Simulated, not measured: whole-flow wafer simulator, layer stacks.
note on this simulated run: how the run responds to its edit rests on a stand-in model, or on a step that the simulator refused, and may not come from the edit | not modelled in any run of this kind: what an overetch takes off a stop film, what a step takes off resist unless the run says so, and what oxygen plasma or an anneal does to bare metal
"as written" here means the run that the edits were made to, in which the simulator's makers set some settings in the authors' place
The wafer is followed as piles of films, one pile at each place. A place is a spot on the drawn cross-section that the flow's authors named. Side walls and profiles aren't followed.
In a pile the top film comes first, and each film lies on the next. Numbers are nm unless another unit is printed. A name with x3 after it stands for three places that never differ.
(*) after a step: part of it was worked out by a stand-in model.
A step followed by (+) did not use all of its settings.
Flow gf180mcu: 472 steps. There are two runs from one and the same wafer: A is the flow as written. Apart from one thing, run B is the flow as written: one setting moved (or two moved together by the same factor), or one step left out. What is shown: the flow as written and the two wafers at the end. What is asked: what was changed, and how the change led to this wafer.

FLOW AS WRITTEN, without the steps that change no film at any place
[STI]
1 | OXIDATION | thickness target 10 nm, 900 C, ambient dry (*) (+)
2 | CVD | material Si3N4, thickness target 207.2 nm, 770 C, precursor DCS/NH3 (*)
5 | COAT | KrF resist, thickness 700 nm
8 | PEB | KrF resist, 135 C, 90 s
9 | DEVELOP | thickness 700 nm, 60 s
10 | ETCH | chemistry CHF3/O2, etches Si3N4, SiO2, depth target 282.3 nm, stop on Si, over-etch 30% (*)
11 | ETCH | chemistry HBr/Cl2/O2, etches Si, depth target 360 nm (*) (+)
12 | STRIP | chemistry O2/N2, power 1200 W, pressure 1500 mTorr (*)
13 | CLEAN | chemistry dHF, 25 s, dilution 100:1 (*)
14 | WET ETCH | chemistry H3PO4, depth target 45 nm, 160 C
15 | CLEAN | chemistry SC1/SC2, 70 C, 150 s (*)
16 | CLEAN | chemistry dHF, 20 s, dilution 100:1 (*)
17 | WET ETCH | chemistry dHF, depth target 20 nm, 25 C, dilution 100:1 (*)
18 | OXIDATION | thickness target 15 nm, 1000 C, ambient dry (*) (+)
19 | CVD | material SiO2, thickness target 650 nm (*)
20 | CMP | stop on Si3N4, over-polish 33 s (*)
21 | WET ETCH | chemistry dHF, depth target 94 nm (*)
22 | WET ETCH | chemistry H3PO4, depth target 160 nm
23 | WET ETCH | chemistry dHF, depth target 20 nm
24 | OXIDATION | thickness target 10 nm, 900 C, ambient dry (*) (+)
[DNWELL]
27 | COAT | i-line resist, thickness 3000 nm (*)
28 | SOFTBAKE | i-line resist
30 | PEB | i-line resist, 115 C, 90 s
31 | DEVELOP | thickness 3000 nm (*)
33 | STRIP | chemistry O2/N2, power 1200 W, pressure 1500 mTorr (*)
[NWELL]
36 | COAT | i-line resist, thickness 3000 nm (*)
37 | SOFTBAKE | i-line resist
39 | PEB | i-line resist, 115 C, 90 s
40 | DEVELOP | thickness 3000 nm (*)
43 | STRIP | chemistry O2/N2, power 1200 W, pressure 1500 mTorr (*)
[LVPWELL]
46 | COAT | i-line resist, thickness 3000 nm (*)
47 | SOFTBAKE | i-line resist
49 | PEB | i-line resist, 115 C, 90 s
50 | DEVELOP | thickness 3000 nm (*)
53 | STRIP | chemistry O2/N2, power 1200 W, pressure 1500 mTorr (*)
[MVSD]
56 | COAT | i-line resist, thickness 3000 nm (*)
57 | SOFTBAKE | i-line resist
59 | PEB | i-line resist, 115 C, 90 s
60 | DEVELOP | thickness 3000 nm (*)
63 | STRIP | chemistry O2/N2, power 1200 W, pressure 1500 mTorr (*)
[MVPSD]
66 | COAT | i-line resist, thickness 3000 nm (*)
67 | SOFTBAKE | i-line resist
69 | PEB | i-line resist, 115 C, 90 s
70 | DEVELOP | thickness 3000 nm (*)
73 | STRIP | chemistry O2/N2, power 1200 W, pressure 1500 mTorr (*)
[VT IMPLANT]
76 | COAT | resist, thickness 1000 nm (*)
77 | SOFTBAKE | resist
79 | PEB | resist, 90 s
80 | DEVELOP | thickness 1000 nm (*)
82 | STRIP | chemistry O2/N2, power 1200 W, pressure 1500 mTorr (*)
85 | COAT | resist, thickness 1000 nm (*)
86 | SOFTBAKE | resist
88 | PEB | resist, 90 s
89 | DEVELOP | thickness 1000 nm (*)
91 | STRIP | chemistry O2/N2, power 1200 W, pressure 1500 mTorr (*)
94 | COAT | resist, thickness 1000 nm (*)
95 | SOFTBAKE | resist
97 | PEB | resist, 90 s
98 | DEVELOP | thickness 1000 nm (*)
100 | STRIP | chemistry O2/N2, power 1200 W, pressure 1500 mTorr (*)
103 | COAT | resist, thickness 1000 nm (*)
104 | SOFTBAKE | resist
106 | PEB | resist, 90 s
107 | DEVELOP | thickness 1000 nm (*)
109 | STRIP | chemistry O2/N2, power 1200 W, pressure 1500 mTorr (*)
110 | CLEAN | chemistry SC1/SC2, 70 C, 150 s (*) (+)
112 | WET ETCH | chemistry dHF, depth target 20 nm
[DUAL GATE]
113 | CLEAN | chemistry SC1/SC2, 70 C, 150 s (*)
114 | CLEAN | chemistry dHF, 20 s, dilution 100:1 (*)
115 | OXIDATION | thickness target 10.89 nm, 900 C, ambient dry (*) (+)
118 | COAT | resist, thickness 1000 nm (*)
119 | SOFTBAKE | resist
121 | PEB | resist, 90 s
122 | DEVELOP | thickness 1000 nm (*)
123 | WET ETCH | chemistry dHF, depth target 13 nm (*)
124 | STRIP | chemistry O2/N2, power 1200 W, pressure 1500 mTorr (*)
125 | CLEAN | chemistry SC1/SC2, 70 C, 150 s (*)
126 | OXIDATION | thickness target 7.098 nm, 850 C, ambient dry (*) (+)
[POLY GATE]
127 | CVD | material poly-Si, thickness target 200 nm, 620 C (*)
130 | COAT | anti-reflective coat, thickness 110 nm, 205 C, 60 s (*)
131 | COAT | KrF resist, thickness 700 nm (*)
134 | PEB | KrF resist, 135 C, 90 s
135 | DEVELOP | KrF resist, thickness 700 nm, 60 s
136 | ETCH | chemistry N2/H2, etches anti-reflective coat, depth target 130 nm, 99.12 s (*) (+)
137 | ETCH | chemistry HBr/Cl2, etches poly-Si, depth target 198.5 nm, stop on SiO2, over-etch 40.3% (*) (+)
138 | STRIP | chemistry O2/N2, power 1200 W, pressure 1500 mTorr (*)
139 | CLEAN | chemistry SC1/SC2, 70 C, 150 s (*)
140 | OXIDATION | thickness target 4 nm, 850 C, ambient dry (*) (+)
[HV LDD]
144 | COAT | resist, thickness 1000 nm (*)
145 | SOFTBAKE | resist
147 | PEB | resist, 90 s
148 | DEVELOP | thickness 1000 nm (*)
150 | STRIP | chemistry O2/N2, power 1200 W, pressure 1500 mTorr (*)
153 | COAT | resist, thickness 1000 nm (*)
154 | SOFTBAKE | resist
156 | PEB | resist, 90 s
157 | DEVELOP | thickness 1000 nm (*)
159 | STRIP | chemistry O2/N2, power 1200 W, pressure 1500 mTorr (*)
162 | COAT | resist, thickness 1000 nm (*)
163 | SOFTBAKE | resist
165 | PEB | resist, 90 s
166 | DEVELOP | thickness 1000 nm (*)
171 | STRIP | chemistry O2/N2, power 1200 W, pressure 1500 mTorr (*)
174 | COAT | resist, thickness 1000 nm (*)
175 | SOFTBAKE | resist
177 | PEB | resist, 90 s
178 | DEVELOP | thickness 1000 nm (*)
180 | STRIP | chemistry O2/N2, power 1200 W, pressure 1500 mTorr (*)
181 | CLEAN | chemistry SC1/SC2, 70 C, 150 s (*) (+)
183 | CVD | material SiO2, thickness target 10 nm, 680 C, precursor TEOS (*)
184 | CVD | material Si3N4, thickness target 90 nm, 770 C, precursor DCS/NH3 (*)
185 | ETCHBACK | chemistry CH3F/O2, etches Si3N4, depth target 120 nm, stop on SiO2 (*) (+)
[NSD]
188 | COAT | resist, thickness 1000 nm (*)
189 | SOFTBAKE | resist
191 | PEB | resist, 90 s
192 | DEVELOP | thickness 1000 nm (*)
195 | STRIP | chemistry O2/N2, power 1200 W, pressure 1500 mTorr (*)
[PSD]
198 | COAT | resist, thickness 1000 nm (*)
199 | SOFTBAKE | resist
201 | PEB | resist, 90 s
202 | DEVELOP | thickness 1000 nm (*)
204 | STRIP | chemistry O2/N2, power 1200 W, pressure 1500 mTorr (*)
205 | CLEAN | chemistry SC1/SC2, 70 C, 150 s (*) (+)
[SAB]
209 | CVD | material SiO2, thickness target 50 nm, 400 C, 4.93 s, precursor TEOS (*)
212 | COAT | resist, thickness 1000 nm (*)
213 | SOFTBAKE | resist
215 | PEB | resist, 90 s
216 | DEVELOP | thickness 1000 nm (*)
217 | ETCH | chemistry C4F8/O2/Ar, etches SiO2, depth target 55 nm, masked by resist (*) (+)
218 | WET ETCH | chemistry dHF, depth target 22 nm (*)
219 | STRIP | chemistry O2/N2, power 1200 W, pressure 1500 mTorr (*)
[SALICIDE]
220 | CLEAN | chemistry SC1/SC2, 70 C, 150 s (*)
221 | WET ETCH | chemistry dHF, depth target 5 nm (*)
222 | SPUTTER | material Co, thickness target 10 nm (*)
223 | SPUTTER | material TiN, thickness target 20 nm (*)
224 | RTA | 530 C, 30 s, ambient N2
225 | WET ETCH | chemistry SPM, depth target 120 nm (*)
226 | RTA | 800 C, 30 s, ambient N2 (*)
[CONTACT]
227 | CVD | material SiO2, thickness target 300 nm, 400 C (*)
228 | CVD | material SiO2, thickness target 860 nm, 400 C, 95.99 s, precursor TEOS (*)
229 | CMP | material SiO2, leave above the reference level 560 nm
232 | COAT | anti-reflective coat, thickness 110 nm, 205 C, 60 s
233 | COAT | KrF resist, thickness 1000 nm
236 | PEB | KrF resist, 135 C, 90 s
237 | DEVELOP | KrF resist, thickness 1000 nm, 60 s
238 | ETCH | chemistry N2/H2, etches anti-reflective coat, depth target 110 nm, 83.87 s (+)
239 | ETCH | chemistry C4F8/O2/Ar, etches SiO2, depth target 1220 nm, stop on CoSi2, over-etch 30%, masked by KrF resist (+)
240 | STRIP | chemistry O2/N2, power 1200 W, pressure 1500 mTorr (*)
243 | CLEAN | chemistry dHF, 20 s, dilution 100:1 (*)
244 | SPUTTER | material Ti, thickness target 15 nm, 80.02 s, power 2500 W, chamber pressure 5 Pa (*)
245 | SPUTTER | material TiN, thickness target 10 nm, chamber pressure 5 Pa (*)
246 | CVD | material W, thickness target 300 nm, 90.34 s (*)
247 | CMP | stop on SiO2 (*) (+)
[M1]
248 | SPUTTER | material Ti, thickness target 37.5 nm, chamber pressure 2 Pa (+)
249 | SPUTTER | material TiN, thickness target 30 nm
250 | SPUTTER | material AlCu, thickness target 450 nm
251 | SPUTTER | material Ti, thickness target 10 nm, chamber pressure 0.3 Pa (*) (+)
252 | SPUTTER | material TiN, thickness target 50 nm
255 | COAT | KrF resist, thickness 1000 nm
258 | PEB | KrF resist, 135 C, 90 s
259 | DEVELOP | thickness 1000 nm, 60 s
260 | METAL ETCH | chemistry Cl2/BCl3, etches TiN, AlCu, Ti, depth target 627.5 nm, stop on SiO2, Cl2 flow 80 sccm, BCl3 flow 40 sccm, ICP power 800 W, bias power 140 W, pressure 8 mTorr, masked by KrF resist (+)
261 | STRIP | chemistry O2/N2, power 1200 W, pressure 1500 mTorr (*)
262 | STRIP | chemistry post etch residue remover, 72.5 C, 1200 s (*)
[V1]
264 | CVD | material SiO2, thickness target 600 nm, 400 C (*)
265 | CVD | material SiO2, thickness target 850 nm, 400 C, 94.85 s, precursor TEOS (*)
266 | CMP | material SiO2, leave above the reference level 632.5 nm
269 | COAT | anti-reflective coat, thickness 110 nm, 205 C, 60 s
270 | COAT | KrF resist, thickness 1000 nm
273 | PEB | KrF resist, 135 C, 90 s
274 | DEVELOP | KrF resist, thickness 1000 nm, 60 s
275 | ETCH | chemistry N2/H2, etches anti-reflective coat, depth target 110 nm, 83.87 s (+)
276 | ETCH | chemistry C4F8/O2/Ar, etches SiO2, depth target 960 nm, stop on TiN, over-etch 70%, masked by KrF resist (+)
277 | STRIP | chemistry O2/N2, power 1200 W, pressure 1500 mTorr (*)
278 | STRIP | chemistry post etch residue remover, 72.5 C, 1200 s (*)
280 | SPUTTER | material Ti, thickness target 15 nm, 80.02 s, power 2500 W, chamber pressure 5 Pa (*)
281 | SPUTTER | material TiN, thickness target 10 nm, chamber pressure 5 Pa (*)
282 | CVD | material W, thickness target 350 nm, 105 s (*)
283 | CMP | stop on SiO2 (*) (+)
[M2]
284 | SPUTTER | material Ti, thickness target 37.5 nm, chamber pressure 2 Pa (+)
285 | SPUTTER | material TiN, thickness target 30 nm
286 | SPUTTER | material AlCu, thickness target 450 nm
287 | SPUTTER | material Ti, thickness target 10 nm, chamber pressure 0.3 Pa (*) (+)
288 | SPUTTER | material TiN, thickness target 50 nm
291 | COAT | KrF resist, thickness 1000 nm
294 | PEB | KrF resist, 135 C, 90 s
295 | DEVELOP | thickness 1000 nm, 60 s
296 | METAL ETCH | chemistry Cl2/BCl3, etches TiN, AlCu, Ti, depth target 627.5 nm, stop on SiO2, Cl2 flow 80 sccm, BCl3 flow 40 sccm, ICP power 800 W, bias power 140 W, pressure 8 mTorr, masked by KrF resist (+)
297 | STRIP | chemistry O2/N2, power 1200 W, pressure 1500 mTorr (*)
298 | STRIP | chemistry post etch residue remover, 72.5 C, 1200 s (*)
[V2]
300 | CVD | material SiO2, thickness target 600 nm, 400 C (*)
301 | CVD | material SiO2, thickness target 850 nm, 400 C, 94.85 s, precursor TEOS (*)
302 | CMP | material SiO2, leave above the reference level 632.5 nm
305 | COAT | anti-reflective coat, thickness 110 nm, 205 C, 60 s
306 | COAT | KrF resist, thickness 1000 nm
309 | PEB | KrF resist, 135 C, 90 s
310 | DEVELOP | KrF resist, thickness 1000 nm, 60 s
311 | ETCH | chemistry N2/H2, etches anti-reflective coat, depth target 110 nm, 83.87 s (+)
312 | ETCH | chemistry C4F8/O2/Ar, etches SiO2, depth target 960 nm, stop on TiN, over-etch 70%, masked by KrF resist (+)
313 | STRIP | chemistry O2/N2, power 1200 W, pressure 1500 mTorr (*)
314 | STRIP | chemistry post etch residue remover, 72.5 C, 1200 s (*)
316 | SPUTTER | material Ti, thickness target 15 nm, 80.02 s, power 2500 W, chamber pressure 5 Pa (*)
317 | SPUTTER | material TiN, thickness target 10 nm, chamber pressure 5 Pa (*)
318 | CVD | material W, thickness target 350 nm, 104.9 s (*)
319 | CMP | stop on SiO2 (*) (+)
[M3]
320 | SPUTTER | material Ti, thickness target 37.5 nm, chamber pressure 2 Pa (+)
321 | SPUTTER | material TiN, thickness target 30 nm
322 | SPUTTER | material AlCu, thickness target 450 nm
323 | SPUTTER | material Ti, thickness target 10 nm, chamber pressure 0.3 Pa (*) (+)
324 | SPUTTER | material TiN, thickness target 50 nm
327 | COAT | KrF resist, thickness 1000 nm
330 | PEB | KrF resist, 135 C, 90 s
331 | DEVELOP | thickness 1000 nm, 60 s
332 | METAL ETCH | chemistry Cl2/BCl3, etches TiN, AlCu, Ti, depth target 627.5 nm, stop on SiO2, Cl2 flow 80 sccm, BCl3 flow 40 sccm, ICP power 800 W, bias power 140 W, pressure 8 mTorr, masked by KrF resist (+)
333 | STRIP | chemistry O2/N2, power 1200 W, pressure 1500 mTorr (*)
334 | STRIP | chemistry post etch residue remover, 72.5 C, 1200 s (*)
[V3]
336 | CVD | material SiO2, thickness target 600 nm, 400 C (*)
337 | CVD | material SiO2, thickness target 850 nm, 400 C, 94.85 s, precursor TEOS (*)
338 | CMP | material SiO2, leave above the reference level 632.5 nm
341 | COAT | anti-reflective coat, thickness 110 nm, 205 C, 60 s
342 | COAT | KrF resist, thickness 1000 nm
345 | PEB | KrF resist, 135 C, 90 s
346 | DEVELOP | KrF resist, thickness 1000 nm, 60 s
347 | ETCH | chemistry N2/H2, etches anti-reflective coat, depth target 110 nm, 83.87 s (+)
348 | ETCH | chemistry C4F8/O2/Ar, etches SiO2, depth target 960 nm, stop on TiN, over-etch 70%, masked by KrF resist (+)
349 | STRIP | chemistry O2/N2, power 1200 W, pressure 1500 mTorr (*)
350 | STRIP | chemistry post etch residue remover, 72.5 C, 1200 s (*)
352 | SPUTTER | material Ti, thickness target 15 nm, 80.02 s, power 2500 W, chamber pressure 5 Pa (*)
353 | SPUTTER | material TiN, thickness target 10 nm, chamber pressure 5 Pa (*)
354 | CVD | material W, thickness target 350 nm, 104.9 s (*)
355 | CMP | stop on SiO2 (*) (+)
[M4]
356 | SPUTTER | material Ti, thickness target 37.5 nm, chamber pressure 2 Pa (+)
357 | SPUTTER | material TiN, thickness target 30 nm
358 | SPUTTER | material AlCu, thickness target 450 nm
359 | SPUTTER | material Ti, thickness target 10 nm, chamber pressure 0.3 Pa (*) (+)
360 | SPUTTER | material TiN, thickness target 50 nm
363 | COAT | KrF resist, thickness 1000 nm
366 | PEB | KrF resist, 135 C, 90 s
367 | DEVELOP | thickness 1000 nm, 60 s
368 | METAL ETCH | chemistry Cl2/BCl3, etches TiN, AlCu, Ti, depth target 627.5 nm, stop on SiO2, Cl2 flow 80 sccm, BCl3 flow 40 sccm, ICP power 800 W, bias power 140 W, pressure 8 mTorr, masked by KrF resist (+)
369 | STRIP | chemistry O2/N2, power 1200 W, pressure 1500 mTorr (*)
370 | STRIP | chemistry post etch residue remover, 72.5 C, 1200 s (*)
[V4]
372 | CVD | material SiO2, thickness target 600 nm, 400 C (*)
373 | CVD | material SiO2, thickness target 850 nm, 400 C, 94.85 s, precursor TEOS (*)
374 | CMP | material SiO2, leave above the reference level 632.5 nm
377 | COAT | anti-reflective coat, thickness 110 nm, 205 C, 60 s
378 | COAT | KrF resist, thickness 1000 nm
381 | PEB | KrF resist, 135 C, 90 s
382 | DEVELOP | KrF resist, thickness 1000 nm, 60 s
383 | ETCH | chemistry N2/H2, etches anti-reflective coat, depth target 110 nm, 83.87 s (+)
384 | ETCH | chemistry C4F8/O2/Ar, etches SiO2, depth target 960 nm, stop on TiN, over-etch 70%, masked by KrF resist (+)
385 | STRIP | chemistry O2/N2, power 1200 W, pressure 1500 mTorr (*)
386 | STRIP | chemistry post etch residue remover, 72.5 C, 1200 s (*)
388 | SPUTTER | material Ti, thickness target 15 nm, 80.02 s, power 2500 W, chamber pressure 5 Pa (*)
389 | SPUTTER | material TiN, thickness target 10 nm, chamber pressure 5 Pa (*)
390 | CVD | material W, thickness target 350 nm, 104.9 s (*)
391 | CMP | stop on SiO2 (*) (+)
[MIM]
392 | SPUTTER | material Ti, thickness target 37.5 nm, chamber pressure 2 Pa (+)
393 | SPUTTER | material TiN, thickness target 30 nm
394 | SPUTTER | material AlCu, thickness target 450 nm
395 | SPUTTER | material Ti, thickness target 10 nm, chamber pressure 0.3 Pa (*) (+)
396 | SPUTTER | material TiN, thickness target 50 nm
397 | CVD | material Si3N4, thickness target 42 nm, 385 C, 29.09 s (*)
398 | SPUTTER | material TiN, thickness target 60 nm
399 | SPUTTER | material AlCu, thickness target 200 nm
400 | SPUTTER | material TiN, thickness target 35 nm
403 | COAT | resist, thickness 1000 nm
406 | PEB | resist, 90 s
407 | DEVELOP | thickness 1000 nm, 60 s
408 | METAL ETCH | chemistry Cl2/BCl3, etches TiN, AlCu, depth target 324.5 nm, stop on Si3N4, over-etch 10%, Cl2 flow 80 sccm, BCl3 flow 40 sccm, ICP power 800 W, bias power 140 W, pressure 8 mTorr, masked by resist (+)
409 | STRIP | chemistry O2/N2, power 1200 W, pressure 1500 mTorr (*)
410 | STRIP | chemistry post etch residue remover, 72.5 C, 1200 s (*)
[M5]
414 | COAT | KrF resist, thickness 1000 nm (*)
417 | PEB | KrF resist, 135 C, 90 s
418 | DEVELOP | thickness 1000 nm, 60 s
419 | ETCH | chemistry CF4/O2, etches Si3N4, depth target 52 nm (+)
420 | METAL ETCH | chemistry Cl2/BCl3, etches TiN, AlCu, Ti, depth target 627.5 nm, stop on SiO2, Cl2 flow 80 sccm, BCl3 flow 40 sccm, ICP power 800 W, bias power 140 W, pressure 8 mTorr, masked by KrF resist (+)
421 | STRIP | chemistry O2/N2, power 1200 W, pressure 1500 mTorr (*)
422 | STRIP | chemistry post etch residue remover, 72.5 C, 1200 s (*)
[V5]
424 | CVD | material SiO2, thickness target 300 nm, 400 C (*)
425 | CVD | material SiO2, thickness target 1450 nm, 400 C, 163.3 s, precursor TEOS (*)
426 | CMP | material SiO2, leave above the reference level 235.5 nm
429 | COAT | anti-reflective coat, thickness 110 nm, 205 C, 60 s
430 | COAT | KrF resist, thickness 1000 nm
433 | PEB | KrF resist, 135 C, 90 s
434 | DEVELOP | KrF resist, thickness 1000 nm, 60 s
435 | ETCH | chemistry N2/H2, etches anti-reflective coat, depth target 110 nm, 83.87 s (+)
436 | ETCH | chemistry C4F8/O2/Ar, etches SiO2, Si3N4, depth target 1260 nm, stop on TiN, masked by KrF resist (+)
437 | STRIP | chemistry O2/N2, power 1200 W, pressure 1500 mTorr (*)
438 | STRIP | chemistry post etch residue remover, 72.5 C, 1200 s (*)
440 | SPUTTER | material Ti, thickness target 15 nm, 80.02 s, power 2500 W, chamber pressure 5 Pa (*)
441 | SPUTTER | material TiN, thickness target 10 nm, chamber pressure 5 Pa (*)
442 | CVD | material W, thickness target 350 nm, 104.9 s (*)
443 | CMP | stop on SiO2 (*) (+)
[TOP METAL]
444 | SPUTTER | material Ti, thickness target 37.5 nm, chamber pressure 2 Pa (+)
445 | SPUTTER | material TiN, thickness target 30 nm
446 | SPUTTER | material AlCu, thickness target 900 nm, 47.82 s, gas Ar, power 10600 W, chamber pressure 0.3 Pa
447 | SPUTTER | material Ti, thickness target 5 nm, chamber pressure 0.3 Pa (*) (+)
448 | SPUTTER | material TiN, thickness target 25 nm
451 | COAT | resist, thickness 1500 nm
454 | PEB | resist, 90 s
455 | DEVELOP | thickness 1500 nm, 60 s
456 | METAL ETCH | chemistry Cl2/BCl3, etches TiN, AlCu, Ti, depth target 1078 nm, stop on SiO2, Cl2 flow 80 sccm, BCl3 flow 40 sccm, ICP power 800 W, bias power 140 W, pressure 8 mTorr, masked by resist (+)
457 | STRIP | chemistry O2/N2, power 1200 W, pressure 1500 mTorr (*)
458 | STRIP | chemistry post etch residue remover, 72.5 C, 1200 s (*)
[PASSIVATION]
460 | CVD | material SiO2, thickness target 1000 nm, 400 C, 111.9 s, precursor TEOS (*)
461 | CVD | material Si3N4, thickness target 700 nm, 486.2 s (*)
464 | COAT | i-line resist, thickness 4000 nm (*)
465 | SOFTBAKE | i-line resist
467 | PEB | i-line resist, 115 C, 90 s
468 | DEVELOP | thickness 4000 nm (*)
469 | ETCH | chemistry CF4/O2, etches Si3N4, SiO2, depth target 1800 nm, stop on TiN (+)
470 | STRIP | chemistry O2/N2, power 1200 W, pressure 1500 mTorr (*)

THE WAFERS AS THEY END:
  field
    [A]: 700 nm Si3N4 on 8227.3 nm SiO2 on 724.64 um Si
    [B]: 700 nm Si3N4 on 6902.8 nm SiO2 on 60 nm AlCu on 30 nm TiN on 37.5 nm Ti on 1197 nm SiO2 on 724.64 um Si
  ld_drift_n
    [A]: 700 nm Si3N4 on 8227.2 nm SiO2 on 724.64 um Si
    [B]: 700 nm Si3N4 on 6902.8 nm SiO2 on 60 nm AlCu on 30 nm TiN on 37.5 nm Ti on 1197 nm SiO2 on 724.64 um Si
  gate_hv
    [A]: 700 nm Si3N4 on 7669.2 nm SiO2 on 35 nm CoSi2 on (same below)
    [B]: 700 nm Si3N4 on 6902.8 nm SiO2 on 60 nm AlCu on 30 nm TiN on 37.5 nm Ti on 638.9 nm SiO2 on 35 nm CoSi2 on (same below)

Cause: step 260, METAL ETCH: depth target 444.3 nm was run, whereas the flow has depth target 627.5 nm.

Step by step, how the change led to this:
  260 | METAL ETCH | chemistry Cl2/BCl3, etches TiN, AlCu, Ti, depth target 627.5 nm, stop on SiO2, Cl2 flow 80 sccm, BCl3 flow 40 sccm, ICP power 800 W, bias power 140 W, pressure 8 mTorr, masked by KrF resist (+)
      field, field__w1, field__w2 and 99 more: A -50 TiN (all of it), -10 Ti (all of it), -450 AlCu (all of it), -30 TiN (all of it), -37.5 Ti (all of it) | B -50 TiN (all of it), -10 Ti (all of it), -384.3 AlCu
      field__w8, contact, m1 and 6 more: A -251 KrF resist | B -177.7 KrF resist
  261 | STRIP | chemistry O2/N2, power 1200 W, pressure 1500 mTorr (*)
      field__w8, contact, m1 and 6 more: A -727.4 KrF resist (all of it) | B -800.7 KrF resist (all of it)
  262 | STRIP | chemistry post etch residue remover, 72.5 C, 1200 s (*)
      field, field__w1, field__w2 and 99 more: A nothing | B -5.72 AlCu
  264 | CVD | material SiO2, thickness target 600 nm, 400 C (*)
      field, field__w1, field__w2 and 99 more: A +600 SiO2 | B +600 SiO2 (new film)
  266 | CMP | material SiO2, leave above the reference level 632.5 nm
      field, field__w1, field__w2 and 99 more: A -300 SiO2 | B -427.5 SiO2
If metal films that touch count as one body, field has 1 body; the flow as written gives 0 bodies.
If metal films that touch count as one body, ld_drift_n has 1 body; the flow as written gives 0 bodies.
If metal films that touch count as one body, gate_hv has 2 bodies (between them, from the top down: SiO2 638.9); the flow as written gives 1 body.
